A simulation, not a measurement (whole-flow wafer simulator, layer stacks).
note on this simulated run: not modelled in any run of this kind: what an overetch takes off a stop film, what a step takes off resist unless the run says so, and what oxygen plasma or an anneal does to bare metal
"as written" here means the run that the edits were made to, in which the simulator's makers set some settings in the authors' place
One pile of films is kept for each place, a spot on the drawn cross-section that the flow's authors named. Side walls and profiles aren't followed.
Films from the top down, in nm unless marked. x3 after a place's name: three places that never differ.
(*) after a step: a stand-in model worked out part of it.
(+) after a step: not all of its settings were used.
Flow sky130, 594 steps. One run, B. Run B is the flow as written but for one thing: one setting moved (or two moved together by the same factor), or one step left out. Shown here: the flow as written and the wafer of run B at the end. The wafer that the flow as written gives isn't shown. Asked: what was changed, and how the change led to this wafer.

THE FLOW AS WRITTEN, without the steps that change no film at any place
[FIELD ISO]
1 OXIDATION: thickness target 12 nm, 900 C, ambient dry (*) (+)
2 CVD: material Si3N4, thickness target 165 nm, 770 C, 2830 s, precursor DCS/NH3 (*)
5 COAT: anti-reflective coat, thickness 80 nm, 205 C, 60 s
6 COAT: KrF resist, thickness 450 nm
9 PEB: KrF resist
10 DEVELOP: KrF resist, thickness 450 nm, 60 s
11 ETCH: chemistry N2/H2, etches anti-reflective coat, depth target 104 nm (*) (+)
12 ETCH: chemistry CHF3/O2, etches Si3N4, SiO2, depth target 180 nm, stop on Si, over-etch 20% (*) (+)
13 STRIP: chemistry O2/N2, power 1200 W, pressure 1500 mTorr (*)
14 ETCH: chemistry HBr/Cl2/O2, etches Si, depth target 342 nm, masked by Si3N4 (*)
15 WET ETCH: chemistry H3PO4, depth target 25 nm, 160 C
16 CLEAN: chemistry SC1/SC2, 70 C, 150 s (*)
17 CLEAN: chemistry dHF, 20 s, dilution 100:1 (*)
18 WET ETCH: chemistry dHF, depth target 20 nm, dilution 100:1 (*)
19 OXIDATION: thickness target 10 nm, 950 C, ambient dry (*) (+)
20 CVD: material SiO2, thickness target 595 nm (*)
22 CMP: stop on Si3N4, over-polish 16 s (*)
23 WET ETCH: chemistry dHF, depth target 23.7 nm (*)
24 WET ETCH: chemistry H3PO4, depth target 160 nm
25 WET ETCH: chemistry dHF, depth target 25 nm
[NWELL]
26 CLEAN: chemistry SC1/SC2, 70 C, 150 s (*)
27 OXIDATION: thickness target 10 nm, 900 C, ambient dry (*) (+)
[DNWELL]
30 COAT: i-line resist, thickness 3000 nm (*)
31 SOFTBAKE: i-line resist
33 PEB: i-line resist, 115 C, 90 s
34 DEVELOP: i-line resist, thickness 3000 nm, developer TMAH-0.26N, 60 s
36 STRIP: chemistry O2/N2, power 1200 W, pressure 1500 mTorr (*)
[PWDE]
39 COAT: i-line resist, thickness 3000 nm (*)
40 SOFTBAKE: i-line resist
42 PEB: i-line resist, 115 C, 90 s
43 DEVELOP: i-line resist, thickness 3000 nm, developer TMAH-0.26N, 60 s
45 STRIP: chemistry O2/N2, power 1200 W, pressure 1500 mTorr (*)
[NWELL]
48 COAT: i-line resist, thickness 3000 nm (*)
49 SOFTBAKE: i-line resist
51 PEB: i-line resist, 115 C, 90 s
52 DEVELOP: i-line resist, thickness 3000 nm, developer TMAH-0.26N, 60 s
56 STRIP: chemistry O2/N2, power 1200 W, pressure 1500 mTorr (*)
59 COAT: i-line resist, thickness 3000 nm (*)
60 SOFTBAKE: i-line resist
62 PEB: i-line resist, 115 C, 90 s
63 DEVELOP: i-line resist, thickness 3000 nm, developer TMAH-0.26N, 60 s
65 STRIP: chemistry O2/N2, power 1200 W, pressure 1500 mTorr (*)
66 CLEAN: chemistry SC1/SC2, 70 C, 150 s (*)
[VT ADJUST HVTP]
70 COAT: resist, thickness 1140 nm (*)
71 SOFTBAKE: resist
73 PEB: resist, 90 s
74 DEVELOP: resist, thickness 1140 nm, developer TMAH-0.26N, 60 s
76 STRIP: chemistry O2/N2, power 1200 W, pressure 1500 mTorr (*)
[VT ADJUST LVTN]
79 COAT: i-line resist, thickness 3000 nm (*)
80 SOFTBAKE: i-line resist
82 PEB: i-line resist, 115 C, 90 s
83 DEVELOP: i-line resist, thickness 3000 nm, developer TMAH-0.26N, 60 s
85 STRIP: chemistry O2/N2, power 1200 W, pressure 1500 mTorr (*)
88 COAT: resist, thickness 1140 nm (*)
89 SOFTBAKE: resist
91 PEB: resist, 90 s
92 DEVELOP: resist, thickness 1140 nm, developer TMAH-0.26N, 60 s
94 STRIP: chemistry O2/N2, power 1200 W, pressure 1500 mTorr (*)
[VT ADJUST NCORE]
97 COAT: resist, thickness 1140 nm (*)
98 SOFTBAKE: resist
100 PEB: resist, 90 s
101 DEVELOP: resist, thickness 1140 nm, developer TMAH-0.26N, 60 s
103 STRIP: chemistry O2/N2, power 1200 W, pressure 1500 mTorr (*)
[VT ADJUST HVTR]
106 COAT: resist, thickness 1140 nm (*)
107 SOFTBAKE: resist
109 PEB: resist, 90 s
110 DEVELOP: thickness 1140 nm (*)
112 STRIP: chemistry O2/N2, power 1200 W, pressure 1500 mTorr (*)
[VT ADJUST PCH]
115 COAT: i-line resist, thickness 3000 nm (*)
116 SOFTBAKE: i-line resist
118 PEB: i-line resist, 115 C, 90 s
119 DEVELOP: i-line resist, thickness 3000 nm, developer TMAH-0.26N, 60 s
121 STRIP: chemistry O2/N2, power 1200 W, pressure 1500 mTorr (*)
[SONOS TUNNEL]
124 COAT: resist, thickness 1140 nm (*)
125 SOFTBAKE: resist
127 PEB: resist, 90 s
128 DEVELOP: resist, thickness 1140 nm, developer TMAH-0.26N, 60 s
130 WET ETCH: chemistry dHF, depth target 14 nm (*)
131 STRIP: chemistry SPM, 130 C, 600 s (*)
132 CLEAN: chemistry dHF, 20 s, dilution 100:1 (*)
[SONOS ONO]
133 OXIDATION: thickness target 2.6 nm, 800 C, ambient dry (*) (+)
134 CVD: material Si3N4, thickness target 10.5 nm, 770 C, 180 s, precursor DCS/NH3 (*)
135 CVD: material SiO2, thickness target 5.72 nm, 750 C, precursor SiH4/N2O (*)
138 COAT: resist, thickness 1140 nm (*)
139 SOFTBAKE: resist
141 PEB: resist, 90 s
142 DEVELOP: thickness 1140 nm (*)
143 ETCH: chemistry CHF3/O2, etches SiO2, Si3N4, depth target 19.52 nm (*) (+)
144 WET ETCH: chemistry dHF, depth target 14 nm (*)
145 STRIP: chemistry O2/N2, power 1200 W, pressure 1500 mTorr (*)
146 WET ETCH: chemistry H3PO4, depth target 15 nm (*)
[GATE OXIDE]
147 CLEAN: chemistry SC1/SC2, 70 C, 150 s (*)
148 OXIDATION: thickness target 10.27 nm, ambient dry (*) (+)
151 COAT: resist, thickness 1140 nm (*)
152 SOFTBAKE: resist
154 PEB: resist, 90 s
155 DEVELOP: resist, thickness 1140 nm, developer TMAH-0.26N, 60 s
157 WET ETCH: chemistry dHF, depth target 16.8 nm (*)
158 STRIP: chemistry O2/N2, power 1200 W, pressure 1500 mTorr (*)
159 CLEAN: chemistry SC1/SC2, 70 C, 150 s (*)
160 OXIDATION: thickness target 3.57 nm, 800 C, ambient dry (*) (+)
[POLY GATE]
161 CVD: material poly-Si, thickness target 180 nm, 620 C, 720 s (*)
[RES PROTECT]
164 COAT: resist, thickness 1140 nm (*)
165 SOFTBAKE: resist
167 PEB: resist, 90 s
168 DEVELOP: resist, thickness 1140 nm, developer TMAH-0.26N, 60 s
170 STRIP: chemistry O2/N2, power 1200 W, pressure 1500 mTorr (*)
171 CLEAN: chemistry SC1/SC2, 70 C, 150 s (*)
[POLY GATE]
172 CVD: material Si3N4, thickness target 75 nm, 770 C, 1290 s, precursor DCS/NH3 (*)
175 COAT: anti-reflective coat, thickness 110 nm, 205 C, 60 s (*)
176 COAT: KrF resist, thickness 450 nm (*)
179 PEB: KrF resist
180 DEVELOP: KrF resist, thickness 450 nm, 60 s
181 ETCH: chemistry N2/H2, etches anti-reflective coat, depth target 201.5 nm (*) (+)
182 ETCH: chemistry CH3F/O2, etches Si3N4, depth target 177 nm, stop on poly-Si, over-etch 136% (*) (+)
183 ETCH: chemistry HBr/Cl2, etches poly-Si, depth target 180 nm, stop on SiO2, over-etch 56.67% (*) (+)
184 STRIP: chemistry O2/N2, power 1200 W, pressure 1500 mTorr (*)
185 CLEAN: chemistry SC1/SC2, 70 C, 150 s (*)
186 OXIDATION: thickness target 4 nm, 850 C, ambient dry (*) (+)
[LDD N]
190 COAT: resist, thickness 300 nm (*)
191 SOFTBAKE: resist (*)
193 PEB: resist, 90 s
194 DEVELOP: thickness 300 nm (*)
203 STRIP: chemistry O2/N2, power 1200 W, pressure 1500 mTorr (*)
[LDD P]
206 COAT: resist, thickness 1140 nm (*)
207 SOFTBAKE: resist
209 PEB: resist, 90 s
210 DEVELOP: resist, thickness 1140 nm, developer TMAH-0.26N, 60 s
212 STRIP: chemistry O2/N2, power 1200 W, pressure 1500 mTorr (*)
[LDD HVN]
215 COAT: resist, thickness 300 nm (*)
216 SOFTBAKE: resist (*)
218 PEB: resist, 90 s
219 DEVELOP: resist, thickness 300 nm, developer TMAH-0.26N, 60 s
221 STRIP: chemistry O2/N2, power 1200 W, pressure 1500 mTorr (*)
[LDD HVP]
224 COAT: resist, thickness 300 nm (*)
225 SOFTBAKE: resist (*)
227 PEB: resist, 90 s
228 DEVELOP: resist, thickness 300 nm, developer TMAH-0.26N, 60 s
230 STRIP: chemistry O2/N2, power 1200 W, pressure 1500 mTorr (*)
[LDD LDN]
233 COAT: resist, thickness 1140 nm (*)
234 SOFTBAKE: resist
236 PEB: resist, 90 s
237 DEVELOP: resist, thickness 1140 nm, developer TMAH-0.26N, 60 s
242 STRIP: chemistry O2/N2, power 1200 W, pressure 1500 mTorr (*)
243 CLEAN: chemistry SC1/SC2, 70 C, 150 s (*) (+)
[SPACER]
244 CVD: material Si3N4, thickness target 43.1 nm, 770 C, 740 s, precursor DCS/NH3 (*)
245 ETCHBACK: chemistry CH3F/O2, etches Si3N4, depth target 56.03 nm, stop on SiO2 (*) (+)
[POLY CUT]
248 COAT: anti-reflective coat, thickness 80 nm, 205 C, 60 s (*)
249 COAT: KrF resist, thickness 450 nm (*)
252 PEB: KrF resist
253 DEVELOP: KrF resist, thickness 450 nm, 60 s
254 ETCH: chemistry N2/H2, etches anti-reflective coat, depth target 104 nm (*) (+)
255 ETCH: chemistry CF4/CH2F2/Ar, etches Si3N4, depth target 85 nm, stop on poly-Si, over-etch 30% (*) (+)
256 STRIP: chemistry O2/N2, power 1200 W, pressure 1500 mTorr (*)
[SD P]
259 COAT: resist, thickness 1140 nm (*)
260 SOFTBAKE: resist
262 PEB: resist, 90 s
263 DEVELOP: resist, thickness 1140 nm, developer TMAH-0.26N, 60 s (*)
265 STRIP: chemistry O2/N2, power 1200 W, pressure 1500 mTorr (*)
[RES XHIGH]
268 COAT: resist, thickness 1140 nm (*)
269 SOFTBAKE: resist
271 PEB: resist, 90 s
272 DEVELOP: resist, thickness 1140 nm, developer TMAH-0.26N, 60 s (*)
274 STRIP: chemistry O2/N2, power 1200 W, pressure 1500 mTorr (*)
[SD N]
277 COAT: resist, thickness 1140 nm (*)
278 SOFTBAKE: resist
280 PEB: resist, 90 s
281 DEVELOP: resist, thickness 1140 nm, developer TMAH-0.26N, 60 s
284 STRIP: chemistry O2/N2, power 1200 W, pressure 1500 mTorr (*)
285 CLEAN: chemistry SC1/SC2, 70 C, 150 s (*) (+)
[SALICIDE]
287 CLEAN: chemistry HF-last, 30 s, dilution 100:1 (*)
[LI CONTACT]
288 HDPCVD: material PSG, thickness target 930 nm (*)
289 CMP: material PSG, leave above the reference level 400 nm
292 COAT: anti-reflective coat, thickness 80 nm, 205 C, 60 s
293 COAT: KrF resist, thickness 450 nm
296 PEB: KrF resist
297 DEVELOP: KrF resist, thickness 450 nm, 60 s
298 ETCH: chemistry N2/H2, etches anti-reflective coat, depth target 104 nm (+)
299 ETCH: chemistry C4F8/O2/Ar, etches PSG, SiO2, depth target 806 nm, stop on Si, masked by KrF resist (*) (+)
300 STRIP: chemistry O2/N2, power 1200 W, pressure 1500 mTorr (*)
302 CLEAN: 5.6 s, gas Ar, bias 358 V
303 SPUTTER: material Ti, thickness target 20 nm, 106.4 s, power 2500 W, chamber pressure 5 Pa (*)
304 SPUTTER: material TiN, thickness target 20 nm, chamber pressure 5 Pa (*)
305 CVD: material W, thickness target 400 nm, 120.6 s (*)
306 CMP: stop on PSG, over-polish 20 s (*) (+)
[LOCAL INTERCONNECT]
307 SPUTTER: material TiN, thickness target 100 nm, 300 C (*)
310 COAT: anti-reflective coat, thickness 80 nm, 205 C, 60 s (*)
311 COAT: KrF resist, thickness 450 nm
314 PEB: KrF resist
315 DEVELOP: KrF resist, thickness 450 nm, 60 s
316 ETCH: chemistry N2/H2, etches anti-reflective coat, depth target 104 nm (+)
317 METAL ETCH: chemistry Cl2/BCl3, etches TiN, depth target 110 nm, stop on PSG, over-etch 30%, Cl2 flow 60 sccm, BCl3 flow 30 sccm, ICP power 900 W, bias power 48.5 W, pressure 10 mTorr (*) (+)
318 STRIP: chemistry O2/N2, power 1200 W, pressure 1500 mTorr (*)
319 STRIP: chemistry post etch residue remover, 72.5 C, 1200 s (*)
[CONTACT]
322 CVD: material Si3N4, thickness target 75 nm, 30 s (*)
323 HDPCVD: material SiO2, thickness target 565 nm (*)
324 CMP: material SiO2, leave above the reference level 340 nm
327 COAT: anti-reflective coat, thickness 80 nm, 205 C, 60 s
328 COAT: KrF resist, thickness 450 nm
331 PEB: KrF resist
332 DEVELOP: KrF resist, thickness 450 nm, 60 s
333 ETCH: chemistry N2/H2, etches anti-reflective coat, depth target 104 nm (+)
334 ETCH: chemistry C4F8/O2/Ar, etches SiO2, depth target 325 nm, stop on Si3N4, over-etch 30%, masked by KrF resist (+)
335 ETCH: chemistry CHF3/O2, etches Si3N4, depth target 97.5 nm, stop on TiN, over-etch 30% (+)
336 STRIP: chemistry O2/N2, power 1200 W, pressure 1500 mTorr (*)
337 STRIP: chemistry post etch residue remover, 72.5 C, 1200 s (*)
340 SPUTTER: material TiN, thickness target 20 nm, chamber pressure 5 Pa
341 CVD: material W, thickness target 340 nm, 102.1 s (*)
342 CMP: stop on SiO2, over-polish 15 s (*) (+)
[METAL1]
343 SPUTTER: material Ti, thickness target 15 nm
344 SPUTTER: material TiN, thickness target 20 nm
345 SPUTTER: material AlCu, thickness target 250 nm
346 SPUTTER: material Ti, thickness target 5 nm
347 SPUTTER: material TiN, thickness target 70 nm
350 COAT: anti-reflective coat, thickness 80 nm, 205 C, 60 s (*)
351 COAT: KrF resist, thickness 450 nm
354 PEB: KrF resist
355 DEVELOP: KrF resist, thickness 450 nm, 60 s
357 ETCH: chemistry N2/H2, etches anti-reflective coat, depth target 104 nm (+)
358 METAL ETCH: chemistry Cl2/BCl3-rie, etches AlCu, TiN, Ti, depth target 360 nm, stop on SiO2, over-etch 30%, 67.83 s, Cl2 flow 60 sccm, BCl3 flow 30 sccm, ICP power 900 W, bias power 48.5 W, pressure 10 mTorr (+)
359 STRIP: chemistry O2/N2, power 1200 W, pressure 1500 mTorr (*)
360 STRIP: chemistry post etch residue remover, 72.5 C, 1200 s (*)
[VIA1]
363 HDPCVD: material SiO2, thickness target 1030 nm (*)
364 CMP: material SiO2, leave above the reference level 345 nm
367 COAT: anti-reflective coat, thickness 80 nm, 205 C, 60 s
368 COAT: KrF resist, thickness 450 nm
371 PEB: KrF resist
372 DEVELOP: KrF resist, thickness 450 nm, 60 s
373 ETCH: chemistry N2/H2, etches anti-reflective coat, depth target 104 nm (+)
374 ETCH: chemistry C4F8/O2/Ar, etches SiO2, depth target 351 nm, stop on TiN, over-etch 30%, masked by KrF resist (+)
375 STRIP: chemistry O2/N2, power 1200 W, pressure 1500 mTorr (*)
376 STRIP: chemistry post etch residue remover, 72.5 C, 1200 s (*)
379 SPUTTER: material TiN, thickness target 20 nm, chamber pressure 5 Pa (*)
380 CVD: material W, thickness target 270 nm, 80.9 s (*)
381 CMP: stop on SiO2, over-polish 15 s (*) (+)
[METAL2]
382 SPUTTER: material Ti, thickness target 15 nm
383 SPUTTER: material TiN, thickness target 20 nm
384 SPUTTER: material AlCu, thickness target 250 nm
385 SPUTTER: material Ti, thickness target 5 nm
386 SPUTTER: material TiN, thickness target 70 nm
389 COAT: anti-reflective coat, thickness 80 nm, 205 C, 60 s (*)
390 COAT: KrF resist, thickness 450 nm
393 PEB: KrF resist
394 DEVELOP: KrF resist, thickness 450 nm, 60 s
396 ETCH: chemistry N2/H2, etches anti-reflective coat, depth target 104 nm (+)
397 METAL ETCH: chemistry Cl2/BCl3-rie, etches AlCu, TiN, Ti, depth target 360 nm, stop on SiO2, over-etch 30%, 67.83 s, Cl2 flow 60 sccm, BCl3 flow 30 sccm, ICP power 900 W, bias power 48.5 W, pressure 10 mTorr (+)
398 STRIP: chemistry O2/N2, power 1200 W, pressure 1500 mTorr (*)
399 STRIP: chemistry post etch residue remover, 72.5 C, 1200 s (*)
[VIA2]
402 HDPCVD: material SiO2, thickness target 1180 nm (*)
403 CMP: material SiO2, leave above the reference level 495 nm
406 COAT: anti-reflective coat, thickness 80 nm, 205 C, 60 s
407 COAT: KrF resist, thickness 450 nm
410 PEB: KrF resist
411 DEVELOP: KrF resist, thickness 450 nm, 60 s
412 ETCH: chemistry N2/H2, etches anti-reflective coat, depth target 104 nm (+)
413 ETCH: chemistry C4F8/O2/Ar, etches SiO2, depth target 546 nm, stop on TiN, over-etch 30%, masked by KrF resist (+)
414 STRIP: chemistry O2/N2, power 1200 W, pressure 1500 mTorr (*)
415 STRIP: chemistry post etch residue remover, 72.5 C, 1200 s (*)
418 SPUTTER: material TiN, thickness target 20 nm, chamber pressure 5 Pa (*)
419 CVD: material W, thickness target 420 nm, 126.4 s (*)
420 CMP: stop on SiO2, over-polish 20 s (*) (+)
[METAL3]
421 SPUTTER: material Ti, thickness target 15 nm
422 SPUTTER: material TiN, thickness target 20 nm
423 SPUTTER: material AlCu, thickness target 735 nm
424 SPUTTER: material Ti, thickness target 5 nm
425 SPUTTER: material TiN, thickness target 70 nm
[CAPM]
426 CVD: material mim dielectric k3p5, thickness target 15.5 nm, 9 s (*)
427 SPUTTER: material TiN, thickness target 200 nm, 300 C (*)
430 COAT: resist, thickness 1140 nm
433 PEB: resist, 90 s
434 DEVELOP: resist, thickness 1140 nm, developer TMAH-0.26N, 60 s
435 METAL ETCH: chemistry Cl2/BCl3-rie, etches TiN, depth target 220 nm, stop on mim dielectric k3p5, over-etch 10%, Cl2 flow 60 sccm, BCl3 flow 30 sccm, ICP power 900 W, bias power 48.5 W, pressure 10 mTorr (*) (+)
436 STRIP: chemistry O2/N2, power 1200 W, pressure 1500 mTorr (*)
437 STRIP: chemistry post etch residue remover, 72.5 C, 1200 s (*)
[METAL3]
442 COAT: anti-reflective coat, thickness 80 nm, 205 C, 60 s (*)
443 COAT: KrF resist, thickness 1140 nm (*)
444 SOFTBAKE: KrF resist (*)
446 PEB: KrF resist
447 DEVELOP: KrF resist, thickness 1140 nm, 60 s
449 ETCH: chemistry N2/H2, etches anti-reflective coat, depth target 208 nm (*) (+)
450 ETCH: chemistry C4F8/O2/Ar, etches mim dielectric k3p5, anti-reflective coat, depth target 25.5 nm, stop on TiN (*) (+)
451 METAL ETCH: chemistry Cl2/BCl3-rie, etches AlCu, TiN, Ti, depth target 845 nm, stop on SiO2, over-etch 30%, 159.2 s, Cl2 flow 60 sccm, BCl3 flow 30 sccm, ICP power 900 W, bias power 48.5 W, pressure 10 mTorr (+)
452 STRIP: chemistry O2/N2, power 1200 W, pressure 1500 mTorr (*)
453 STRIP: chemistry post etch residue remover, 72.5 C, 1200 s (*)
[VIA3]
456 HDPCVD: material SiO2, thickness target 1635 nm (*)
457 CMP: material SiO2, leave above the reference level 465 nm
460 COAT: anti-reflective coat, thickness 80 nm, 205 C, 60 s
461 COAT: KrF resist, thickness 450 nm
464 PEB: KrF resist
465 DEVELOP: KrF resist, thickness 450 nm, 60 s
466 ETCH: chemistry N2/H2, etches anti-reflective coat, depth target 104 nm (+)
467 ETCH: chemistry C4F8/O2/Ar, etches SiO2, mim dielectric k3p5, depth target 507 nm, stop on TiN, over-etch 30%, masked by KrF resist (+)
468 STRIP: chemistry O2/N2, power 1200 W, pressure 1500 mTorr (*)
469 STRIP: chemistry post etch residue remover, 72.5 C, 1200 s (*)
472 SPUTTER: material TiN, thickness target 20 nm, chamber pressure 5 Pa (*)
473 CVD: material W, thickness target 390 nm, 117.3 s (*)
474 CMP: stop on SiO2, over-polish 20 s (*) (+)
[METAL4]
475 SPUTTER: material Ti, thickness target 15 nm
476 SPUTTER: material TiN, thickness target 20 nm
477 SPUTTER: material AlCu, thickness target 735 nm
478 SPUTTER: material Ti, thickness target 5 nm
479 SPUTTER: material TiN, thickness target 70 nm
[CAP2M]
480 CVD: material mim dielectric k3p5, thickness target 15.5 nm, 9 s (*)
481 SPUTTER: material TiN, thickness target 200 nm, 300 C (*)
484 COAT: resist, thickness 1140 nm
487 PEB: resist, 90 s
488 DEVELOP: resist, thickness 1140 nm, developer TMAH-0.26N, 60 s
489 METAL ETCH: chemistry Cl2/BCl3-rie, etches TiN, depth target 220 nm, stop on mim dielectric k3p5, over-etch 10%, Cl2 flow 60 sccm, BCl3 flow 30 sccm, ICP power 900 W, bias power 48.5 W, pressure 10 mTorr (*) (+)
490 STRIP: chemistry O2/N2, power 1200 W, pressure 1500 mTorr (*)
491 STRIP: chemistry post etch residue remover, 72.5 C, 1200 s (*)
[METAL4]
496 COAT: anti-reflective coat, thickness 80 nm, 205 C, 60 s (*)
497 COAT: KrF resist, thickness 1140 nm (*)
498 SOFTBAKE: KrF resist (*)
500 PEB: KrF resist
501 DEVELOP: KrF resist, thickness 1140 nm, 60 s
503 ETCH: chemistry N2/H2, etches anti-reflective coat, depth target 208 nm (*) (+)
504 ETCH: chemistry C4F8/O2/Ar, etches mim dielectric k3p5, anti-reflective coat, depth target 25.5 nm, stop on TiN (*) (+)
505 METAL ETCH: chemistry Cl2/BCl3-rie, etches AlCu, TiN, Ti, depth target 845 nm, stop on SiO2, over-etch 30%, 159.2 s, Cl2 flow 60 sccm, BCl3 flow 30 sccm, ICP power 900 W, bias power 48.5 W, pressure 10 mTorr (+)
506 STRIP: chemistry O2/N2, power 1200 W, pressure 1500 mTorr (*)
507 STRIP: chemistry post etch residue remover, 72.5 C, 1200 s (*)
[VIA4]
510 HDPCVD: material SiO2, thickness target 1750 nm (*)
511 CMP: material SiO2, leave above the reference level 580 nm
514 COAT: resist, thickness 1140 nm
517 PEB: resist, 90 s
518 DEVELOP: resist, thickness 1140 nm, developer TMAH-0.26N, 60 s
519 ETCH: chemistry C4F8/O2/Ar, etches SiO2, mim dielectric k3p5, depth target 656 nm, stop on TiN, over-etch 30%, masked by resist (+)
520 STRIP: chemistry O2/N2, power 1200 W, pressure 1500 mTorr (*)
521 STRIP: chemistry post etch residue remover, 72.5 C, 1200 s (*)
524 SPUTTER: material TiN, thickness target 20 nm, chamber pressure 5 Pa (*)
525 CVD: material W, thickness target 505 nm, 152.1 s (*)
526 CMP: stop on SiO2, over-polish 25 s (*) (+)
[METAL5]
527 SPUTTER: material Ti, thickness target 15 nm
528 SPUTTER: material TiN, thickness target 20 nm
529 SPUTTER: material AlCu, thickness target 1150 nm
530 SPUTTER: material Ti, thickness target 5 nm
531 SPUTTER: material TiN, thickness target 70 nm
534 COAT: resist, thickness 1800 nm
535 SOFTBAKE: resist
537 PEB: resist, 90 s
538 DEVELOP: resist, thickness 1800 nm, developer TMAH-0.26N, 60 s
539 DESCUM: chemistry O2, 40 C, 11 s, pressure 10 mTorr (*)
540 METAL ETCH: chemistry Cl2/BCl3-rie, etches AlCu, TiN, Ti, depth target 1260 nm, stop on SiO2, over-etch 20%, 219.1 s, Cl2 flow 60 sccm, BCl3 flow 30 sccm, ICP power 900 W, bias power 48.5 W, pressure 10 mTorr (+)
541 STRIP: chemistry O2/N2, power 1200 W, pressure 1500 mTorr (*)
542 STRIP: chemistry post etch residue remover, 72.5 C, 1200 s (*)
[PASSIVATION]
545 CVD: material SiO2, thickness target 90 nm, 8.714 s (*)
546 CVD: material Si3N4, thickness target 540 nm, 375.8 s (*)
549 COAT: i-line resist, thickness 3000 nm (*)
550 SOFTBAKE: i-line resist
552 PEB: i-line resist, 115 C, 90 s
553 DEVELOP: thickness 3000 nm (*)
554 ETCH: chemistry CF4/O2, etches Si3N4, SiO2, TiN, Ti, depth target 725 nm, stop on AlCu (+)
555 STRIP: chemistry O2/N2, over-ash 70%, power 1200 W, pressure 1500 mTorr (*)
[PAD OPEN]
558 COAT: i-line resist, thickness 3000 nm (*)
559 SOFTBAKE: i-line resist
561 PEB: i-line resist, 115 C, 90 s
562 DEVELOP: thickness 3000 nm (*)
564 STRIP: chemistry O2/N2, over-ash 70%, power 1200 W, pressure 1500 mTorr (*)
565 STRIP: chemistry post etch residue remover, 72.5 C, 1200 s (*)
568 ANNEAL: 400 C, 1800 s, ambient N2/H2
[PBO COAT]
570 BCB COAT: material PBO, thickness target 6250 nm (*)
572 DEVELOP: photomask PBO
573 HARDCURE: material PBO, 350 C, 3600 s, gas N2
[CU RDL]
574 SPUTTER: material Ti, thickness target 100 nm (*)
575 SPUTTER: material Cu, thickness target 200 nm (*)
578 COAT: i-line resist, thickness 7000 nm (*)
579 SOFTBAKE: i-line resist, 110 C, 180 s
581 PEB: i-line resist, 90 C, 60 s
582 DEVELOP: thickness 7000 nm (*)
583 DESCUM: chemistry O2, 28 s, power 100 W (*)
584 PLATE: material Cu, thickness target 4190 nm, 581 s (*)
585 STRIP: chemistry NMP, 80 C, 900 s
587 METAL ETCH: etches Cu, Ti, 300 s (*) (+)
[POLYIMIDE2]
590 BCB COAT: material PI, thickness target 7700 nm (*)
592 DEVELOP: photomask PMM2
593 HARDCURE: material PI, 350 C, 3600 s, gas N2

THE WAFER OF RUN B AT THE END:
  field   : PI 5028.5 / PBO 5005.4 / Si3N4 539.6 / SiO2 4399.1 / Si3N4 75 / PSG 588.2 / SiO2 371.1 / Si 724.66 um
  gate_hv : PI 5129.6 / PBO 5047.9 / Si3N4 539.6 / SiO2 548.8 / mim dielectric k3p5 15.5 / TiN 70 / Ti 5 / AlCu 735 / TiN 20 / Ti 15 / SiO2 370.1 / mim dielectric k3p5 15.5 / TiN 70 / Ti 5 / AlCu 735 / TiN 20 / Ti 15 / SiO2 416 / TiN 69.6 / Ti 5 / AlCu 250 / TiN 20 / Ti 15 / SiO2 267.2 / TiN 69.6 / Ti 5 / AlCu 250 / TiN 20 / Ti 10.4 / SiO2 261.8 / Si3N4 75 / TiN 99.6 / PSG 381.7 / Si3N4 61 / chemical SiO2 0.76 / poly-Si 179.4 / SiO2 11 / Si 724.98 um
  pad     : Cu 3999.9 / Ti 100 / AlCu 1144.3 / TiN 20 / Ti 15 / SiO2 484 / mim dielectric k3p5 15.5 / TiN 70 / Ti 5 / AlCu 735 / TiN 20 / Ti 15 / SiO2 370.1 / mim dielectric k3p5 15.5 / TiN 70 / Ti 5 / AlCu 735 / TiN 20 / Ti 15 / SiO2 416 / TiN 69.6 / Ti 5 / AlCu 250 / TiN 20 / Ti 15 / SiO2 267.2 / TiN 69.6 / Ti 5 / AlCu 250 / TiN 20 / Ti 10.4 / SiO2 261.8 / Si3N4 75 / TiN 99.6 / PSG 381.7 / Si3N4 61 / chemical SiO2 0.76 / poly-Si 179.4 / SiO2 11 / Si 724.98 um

The cause: step 343, SPUTTER: thickness target 10.4 nm was run, where the flow has thickness target 15 nm.
It can be read off the wafer: gate_hv has Ti 10.4, and step 343 as written asks for 15 nm.

How the change led to this, step by step:
  343 SPUTTER: material Ti, thickness target 15 nm
      field, active, n_well and 188 more: Ti +10.4 (new film) (as written it would be: Ti +15 (new film))
  358 METAL ETCH: chemistry Cl2/BCl3-rie, etches AlCu, TiN, Ti, depth target 360 nm, stop on SiO2, over-etch 30%, 67.83 s, Cl2 flow 60 sccm, BCl3 flow 30 sccm, ICP power 900 W, bias power 48.5 W, pressure 10 mTorr (+)
      field, active, gate and 81 more: TiN -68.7 (all of it), Ti -5 (all of it), AlCu -250 (all of it), TiN -20 (all of it), Ti -10.4 (all of it), SiO2 -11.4 (as written it would be: TiN -68.7 (all of it), Ti -5 (all of it), AlCu -250 (all of it), TiN -20 (all of it), Ti -15 (all of it), SiO2 -10.9)
